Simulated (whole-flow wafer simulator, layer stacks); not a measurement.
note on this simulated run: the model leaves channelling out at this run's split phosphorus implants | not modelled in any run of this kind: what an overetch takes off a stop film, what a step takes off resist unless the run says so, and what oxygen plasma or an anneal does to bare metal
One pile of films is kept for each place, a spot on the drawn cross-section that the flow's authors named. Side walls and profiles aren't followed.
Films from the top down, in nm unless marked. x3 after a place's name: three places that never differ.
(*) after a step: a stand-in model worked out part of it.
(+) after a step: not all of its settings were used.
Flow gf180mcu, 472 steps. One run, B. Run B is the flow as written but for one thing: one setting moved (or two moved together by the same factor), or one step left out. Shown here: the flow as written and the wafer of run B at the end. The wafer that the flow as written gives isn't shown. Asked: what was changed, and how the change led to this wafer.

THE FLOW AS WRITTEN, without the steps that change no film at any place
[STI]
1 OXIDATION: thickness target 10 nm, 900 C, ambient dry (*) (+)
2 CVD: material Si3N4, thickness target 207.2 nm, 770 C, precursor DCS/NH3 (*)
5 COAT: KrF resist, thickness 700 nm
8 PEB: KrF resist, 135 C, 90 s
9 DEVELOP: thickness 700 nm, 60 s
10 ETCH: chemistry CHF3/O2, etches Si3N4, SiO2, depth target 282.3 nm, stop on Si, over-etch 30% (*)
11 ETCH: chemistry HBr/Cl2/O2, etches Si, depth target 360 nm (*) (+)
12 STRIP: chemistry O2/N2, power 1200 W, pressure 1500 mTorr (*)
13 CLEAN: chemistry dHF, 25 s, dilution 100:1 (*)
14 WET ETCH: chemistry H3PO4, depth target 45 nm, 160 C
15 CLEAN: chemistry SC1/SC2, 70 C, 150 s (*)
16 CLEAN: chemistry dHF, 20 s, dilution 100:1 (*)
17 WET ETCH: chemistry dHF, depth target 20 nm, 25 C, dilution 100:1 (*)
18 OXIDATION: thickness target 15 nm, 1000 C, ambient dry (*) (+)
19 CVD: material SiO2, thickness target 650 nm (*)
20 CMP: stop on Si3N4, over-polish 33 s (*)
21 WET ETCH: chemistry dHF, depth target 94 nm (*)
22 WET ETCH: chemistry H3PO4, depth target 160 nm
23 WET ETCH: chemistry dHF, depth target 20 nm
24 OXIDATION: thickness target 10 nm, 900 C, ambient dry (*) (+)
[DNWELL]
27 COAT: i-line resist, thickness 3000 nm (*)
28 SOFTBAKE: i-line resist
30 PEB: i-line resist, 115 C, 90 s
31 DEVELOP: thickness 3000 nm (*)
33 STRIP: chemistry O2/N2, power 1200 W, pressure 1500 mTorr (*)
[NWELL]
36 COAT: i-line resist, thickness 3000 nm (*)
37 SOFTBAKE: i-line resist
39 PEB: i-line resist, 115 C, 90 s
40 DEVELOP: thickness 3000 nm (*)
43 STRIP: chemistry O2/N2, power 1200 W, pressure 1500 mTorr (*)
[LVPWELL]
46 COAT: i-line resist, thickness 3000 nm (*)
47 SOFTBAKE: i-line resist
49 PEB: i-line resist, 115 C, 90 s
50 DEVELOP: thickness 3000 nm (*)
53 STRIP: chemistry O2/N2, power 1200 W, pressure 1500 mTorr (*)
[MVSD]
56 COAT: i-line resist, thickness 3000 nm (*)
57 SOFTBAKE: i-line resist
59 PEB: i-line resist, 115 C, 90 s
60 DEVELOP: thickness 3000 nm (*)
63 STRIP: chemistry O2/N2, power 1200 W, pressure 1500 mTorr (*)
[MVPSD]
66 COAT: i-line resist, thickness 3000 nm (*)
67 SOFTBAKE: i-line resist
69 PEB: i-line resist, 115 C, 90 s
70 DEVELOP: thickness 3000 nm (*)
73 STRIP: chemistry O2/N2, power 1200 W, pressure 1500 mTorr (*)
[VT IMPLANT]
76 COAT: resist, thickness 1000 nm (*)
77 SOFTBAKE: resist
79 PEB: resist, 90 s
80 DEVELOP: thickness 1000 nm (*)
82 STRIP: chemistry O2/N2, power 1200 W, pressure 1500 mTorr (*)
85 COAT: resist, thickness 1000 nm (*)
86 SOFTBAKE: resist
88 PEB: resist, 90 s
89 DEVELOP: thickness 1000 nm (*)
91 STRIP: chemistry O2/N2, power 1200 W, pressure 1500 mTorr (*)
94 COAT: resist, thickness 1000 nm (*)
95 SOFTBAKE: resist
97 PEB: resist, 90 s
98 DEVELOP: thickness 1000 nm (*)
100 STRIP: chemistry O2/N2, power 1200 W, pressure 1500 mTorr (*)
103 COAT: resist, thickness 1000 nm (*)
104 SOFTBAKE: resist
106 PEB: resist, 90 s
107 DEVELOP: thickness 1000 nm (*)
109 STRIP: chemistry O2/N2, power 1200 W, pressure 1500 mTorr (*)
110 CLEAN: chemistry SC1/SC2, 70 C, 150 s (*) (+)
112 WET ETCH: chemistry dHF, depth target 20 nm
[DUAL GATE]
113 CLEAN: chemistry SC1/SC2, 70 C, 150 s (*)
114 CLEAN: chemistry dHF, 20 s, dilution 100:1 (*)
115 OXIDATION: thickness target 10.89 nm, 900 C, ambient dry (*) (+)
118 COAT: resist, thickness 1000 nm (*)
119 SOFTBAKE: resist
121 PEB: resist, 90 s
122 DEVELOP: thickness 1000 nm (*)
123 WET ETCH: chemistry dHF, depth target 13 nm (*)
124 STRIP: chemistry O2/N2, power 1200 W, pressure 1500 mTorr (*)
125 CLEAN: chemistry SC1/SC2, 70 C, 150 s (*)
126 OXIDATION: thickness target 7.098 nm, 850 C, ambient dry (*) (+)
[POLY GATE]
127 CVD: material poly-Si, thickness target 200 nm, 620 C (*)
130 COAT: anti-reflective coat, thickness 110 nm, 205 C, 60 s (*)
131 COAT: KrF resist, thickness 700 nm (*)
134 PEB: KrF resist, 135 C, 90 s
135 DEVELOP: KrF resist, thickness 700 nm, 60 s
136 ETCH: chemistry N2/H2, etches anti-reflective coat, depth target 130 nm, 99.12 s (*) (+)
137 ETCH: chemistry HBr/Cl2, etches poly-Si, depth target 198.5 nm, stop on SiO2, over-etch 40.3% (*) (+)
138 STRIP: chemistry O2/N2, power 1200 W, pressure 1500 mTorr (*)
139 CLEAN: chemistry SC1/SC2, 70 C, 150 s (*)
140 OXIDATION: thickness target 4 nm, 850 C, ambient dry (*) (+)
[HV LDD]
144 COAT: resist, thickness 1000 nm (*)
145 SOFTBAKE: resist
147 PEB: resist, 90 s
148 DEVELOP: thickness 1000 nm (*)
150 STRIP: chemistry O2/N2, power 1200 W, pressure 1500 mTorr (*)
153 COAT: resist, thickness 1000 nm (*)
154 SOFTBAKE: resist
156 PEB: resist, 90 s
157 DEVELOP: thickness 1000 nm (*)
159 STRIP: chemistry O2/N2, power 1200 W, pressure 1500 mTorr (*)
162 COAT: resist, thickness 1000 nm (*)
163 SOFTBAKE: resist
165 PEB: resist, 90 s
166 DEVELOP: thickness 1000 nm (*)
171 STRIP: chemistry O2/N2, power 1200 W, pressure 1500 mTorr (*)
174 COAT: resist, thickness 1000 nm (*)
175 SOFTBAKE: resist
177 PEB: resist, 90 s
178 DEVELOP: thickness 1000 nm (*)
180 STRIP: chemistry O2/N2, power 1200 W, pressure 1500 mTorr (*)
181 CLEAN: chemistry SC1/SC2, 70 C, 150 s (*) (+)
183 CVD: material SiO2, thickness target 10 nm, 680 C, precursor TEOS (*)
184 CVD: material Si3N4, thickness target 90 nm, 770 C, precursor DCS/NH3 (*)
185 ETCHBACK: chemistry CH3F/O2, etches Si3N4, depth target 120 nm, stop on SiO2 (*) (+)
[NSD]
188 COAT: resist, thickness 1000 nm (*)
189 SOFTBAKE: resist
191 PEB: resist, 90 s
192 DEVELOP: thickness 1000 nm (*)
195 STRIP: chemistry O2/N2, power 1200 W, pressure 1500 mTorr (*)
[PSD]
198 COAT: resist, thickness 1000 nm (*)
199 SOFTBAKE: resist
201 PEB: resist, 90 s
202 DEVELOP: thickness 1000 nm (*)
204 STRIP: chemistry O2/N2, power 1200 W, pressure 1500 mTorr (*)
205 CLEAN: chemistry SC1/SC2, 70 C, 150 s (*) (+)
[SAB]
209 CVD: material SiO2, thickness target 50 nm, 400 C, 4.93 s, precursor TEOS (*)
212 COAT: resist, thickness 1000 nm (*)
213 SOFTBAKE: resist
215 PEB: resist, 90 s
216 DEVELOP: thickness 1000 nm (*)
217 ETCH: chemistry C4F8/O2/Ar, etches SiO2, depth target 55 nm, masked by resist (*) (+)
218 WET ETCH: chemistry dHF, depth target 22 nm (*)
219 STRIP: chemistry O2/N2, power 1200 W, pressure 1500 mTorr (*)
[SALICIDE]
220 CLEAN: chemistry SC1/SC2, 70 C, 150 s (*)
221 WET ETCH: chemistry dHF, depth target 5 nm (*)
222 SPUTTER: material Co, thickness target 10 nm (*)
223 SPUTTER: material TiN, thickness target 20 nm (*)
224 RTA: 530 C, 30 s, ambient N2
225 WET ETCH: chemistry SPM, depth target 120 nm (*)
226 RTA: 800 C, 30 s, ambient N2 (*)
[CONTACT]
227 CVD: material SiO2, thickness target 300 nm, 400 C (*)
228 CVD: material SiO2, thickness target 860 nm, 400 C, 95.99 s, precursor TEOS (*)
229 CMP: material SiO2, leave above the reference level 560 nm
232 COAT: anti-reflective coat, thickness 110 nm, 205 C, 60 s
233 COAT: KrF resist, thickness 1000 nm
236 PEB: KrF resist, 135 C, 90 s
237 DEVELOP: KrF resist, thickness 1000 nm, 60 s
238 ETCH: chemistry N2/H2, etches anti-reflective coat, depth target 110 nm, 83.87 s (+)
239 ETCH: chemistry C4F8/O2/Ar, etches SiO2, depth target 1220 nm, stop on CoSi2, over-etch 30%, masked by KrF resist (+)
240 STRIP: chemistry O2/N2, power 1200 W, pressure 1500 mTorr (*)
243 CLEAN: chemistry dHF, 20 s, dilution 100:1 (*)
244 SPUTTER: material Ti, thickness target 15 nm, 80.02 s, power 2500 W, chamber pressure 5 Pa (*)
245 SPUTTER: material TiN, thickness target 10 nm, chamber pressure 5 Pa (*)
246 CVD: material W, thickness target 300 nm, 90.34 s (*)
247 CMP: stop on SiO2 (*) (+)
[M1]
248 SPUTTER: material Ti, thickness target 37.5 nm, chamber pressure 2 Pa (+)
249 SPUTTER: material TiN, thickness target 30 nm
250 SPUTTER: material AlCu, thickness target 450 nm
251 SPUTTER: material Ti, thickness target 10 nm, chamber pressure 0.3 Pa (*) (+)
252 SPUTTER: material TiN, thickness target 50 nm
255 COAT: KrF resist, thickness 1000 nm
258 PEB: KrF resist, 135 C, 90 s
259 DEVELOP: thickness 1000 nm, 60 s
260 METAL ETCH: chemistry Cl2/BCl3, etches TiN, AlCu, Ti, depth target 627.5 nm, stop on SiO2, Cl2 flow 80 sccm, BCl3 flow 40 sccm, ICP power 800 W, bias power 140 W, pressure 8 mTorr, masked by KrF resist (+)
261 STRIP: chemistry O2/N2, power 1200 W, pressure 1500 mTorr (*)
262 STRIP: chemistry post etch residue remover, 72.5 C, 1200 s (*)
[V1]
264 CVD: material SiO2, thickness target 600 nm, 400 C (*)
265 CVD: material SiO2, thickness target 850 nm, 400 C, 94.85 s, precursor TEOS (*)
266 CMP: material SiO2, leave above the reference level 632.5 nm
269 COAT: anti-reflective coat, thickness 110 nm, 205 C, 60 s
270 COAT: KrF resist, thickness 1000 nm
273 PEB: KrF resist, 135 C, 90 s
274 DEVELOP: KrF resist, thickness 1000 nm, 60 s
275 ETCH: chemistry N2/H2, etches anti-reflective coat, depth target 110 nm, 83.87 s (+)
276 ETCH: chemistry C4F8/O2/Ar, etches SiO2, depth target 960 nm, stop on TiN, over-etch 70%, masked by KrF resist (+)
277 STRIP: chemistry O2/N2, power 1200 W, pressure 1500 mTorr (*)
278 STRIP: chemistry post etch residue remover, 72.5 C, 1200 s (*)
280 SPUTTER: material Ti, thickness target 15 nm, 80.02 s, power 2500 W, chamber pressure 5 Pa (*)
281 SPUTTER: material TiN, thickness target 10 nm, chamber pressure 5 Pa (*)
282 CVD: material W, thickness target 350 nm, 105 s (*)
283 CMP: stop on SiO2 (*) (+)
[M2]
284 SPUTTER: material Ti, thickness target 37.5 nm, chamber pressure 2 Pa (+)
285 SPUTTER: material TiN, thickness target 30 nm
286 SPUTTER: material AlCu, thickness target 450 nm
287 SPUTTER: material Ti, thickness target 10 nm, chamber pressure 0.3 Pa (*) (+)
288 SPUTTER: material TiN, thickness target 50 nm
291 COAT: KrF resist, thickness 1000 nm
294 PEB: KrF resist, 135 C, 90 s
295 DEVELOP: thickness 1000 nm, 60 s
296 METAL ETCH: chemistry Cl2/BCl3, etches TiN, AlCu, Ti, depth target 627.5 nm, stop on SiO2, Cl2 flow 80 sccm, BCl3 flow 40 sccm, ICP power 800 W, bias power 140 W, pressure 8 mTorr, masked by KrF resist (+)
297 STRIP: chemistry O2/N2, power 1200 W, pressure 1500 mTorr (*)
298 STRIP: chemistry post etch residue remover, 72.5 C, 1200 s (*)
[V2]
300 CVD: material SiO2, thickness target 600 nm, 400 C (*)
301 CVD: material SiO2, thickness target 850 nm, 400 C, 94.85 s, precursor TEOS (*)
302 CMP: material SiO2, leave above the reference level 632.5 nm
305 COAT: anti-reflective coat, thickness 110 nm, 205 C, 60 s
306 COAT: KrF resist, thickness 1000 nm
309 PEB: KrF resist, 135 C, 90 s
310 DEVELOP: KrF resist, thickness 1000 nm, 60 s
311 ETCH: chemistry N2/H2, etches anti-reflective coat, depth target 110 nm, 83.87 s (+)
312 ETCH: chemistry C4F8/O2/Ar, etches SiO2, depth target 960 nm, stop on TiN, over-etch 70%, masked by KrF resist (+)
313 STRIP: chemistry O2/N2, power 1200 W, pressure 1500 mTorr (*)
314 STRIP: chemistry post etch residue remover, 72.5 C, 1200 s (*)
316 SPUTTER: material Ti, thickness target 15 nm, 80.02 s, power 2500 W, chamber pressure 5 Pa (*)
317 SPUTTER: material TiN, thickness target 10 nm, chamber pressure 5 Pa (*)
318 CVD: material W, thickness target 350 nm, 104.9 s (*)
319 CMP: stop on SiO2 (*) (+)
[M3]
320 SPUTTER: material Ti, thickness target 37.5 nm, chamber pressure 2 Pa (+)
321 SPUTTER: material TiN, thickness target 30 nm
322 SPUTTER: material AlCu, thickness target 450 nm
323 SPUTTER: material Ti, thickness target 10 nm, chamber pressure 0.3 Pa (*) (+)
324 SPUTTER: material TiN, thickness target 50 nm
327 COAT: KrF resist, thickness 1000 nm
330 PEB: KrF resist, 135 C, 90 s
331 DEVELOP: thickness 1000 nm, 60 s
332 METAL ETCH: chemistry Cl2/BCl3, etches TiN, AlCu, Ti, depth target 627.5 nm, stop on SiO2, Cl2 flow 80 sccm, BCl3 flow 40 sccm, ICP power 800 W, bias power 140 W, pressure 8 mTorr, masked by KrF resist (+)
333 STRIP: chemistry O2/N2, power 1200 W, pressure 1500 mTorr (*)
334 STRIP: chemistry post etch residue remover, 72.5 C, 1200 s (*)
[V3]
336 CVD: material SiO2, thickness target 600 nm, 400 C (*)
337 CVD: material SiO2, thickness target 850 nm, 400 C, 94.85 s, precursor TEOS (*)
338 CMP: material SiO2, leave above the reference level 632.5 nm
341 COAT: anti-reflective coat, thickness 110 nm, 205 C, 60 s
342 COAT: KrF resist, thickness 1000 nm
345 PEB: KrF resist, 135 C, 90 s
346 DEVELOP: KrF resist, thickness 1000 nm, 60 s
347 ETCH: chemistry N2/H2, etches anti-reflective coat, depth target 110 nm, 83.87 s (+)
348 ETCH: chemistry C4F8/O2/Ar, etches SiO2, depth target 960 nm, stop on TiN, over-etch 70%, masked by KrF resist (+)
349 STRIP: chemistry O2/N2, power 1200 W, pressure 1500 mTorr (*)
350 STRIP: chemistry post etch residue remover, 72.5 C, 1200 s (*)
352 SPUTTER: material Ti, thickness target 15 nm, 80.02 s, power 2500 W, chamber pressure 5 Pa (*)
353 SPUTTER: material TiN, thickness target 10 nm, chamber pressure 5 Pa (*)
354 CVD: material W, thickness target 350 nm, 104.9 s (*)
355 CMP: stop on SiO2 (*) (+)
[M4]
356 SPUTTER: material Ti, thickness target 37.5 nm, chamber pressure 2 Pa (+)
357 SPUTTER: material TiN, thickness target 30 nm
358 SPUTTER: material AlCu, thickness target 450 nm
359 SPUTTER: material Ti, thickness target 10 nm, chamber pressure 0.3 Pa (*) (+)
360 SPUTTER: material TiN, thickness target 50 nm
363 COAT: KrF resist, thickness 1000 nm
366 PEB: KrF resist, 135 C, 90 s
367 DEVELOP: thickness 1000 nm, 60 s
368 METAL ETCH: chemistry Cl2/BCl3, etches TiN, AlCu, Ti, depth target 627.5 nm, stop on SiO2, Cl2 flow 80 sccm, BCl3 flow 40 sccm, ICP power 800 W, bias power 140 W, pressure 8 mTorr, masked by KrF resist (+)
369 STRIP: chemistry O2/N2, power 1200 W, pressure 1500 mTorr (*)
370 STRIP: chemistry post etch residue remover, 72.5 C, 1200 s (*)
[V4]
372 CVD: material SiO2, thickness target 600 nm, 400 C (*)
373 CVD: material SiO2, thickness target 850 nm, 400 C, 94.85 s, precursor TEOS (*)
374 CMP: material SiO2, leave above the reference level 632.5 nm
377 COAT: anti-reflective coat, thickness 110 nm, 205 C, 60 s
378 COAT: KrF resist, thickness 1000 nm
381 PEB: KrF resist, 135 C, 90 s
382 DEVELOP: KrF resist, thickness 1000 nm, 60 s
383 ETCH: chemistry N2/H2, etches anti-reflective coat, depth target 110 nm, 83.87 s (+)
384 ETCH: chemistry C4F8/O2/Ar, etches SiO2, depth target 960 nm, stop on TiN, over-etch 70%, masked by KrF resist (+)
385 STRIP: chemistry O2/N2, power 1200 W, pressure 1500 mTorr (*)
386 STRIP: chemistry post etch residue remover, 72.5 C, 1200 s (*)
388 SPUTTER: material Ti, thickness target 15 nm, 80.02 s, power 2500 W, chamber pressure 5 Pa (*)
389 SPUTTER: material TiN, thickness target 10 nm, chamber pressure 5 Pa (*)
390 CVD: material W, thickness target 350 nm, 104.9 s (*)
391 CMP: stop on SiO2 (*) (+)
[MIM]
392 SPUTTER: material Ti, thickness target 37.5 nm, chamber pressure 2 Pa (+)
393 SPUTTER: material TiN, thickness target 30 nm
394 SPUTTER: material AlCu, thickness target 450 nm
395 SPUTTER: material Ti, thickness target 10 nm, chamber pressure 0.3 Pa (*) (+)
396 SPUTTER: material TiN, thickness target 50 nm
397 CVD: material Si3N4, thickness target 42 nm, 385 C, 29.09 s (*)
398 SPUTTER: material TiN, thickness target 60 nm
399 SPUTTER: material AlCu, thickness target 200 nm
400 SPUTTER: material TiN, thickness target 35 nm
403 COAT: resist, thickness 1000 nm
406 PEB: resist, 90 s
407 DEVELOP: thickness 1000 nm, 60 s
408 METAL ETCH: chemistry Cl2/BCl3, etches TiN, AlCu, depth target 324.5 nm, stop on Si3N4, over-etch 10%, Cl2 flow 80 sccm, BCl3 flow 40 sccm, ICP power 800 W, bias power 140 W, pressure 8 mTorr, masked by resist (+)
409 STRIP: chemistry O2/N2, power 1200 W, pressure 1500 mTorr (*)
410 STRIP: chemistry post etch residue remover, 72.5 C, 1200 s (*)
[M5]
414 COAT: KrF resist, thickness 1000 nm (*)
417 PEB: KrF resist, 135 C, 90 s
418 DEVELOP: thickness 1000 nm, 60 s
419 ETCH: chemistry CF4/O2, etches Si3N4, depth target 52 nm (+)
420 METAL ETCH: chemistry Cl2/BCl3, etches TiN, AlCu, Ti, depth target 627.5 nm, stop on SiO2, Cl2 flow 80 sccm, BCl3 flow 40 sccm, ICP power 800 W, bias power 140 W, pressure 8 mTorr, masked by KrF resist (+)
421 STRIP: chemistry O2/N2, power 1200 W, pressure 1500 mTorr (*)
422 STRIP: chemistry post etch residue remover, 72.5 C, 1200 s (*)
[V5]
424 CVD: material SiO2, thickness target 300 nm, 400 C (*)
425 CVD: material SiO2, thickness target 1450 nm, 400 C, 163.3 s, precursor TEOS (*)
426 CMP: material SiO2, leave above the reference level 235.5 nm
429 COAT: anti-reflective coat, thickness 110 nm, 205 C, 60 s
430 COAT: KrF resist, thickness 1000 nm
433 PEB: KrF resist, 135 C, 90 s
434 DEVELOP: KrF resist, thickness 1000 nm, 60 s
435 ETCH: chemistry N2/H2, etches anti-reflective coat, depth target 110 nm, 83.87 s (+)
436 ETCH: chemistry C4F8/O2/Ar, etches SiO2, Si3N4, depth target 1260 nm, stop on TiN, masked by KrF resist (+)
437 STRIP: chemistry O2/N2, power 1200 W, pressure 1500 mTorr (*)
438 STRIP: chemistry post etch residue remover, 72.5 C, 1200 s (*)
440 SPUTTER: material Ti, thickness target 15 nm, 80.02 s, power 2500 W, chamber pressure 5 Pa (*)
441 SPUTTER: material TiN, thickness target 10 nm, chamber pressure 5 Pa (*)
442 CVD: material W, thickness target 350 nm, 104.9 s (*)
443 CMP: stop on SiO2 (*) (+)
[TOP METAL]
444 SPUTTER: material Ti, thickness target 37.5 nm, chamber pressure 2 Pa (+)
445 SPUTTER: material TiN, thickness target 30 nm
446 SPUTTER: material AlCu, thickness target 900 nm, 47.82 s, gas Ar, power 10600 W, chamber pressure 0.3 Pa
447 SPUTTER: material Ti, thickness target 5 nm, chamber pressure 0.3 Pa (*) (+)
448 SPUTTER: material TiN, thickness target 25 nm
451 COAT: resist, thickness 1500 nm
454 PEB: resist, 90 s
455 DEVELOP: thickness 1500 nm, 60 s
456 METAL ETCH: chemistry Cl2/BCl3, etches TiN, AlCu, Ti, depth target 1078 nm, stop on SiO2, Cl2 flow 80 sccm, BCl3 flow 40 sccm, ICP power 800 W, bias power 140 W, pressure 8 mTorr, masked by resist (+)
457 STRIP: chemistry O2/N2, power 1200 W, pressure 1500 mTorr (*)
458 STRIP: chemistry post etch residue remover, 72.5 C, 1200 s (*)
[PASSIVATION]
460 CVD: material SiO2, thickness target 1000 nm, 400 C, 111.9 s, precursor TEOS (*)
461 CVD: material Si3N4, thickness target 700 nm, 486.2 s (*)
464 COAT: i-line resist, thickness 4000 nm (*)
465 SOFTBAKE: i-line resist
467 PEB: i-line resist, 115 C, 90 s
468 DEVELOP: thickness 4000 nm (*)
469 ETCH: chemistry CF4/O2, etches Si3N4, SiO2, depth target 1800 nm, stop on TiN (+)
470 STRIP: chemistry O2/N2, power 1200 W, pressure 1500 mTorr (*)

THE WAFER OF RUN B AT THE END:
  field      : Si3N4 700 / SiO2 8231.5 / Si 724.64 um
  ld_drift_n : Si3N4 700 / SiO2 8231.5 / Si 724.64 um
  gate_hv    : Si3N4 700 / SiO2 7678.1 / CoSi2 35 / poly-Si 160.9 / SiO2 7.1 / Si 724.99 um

The cause: step 115, OXIDATION: thickness target 10.89 nm, 900 C, ambient dry (*) (+), was left out.

How the change led to this, step by step:
  123 WET ETCH: chemistry dHF, depth target 13 nm (*)
      active, n_well, p_well and 12 more: nothing (as written it would be: SiO2 -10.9 (all of it))
  124 STRIP: chemistry O2/N2, power 1200 W, pressure 1500 mTorr (*)
      gate_hv: chemical SiO2 +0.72 (new film), resist -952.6 (all of it), Si -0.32 (as written it would be: resist -950.1 (all of it))
      active_hv: chemical SiO2 +0.72 (new film), resist -953.1 (all of it), Si -0.32 (as written it would be: resist -950.6 (all of it))
      (and at 26 more places)
  126 OXIDATION: thickness target 7.098 nm, 850 C, ambient dry (*) (+)
      gate_hv, active_hv, active_nat and 25 more: SiO2 +7.1 (new film), chemical SiO2 -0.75 (all of it), Si -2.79 (as written it would be: SiO2 +3.72, Si -1.64)
  130 COAT: anti-reflective coat, thickness 110 nm, 205 C, 60 s (*)
      p_well, spacer, sd_n: anti-reflective coat +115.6 (new film) (as written it would be: anti-reflective coat +121 (new film))
      field__w6: anti-reflective coat +102.6 (new film) (as written it would be: anti-reflective coat +104.7 (new film))
      (and at 13 more places)
  136 ETCH: chemistry N2/H2, etches anti-reflective coat, depth target 130 nm, 99.12 s (*) (+)
      p_well, spacer, sd_n: anti-reflective coat -115.6 (all of it), poly-Si -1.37 (as written it would be: anti-reflective coat -121 (all of it), poly-Si -1.23)
      field__w6: anti-reflective coat -102.6 (all of it), poly-Si -1.7 (as written it would be: anti-reflective coat -104.7 (all of it), poly-Si -1.65)
      (and at 11 more places)
  138 STRIP: chemistry O2/N2, power 1200 W, pressure 1500 mTorr (*)
      gate: chemical SiO2 +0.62 (new film), KrF resist -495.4 (all of it), anti-reflective coat -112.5 (all of it), poly-Si -0.27 (as written it would be: chemical SiO2 +0.62 (new film), KrF resist -496.5 (all of it), anti-reflective coat -117 (all of it), poly-Si -0.27)
      gate_p: chemical SiO2 +0.62 (new film), KrF resist -494.9 (all of it), anti-reflective coat -113.1 (all of it), poly-Si -0.27 (as written it would be: chemical SiO2 +0.62 (new film), KrF resist -496.2 (all of it), anti-reflective coat -117 (all of it), poly-Si -0.27)
  145 SOFTBAKE: resist
      nw_enc_fld_lv__w3: resist -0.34 (as written it would be: resist +0.39)
      active_nat: resist +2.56 (as written it would be: resist +1.52)
  154 SOFTBAKE: resist
      nw_enc_fld_lv__w3: resist -0.34 (as written it would be: resist +0.39)
      active_nat: resist +2.56 (as written it would be: resist +1.52)
  163 SOFTBAKE: resist
      nw_enc_fld_lv__w3: resist -0.34 (as written it would be: resist +0.39)
      active_nat: resist +2.56 (as written it would be: resist +1.52)
  175 SOFTBAKE: resist
      nw_enc_fld_lv__w3: resist -0.34 (as written it would be: resist +0.39)
      active_nat: resist +2.56 (as written it would be: resist +1.52)
  189 SOFTBAKE: resist
      active_hv: resist +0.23 (as written it would be: resist +0.78)
  199 SOFTBAKE: resist
      active_hv: resist +0.23 (as written it would be: resist +0.78)
  218 WET ETCH: chemistry dHF, depth target 22 nm (*)
      ldn_tap, ldn_src, ldn_drn, ldp_tap, ldp_src, ldp_drn, ldp_gr: SiO2 -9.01 (all of it) (as written it would be: SiO2 -16 (all of it))
      ld_drn_n, ld_sd_p: SiO2 -7.83 (all of it) (as written it would be: SiO2 -14.8 (all of it))
      (and at 5 more places)
  223 SPUTTER: material TiN, thickness target 20 nm (*)
      field__w12: TiN +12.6 (new film) (as written it would be: TiN +12 (new film))
      ld_sd_n: TiN +16.1 (new film) (as written it would be: TiN +15.5 (new film))
  225 WET ETCH: chemistry SPM, depth target 120 nm (*)
      field__w12: TiN -12.6 (all of it), Co -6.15 (all of it) (as written it would be: TiN -12 (all of it), Co -6.15 (all of it))
      ld_sd_n: TiN -16.1 (all of it) (as written it would be: TiN -15.5 (all of it))
  229 CMP: material SiO2, leave above the reference level 560 nm
      ld_drift_p, ld_drn_p: SiO2 -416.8 (as written it would be: SiO2 -425.8)
      field__w1: SiO2 -277.8 (as written it would be: SiO2 -283.8)
      (and at 6 more places)
